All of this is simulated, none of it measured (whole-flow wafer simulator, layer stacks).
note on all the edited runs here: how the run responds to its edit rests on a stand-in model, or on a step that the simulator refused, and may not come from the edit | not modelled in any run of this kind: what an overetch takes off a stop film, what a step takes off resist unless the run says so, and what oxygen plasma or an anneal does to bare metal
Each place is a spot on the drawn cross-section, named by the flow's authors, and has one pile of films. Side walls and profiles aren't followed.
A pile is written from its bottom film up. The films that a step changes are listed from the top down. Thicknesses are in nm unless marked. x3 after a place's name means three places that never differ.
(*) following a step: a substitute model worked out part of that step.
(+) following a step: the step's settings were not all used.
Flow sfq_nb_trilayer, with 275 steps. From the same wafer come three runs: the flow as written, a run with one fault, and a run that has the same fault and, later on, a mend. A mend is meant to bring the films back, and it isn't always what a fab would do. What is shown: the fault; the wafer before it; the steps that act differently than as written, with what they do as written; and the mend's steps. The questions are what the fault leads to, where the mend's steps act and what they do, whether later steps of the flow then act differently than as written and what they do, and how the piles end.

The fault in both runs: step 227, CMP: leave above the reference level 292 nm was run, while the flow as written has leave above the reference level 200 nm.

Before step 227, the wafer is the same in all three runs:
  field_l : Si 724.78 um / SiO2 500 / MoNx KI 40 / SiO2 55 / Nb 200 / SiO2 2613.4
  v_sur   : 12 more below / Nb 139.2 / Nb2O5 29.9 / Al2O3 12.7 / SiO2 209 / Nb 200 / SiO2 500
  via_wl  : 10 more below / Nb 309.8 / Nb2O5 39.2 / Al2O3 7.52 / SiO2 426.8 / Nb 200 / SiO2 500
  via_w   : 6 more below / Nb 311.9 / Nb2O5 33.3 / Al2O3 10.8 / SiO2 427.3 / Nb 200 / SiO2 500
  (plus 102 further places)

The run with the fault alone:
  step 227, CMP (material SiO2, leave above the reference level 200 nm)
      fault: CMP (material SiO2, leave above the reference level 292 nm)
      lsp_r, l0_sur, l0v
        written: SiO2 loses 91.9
        fault: nothing
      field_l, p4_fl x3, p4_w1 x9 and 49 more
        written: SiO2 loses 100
        fault: SiO2 loses 8
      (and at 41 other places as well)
  Later steps of the flow acting differently than as written (5 other steps are not shown; they differ only slightly, by no more than 2% or 0.5 nm, whichever is larger):
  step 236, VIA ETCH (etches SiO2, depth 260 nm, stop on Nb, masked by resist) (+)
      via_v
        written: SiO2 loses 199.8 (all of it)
        fault: SiO2 loses 260
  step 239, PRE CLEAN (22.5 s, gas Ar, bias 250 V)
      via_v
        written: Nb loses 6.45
        fault: SiO2 loses 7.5
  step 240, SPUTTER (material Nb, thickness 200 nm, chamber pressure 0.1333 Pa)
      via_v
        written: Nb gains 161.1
        fault: Nb gains 146.9 (new film)
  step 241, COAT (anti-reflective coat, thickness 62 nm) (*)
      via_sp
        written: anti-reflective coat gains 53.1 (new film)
        fault: anti-reflective coat gains 50 (new film)
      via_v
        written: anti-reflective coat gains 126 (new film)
        fault: anti-reflective coat gains 129.5 (new film)
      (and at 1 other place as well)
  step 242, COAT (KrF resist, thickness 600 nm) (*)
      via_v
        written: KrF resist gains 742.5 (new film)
        fault: KrF resist gains 801.5 (new film)
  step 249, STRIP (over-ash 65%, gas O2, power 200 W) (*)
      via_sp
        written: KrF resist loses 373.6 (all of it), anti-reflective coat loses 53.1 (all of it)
        fault: KrF resist loses 369.5 (all of it), anti-reflective coat loses 50 (all of it)
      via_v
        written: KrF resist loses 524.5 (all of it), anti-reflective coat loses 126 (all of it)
        fault: KrF resist loses 583.4 (all of it), anti-reflective coat loses 129.5 (all of it)
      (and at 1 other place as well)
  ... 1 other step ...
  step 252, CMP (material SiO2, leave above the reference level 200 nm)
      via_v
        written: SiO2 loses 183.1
        fault: SiO2 loses 157.1
  By the end, the piles at field_l, v_sur, via_wl and 103 more depart from the flow's by more than 2% or 0.5 nm, whichever is larger.
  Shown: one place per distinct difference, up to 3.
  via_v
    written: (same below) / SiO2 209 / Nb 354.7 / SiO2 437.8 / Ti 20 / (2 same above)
    fault: (same below) / SiO2 209 / Nb 200 / SiO2 24.3 / Nb 146.9 / SiO2 513.3 / Ti 20 / (2 same above)
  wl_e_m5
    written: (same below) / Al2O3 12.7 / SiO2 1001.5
    fault: (same below) / Al2O3 12.7 / SiO2 1093.5
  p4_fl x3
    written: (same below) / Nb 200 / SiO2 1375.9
    fault: (same below) / Nb 200 / SiO2 1467.9

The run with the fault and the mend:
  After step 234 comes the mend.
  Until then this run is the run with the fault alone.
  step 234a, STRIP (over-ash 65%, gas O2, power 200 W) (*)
      field_l, v_sur, via_wl and 102 more
        KrF resist loses 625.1 (all of it), anti-reflective coat loses 62 (all of it)
      via_v
        anti-reflective coat loses 62 (all of it)
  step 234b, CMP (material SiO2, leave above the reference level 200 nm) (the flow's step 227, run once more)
      field_l, v_sur, via_wl and 100 more
        SiO2 loses 92
      lsp_r, l0_sur, l0v
        SiO2 loses 91.9
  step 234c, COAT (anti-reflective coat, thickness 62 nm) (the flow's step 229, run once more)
      field_l, v_sur, via_wl and 103 more
        anti-reflective coat gains 62 (new film)
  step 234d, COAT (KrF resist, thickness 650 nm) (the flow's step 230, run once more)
      field_l, v_sur, via_wl and 103 more
        KrF resist gains 650 (new film)
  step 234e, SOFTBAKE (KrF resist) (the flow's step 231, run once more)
      alters no film at any place that is followed
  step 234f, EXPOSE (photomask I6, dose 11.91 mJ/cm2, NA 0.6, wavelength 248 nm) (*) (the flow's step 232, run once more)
      alters no film at any place that is followed
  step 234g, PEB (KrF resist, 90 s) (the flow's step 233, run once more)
      field_l, v_sur, via_wl and 103 more
        KrF resist loses 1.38
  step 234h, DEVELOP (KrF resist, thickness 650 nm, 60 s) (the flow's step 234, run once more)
      field_l, v_sur, via_wl and 102 more
        KrF resist loses 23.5
      via_v
        KrF resist loses 648.6 (all of it)
  Later steps of the flow that are run all act as written at every place that is followed.
  The piles end the same as the flow's at every place that both follow.
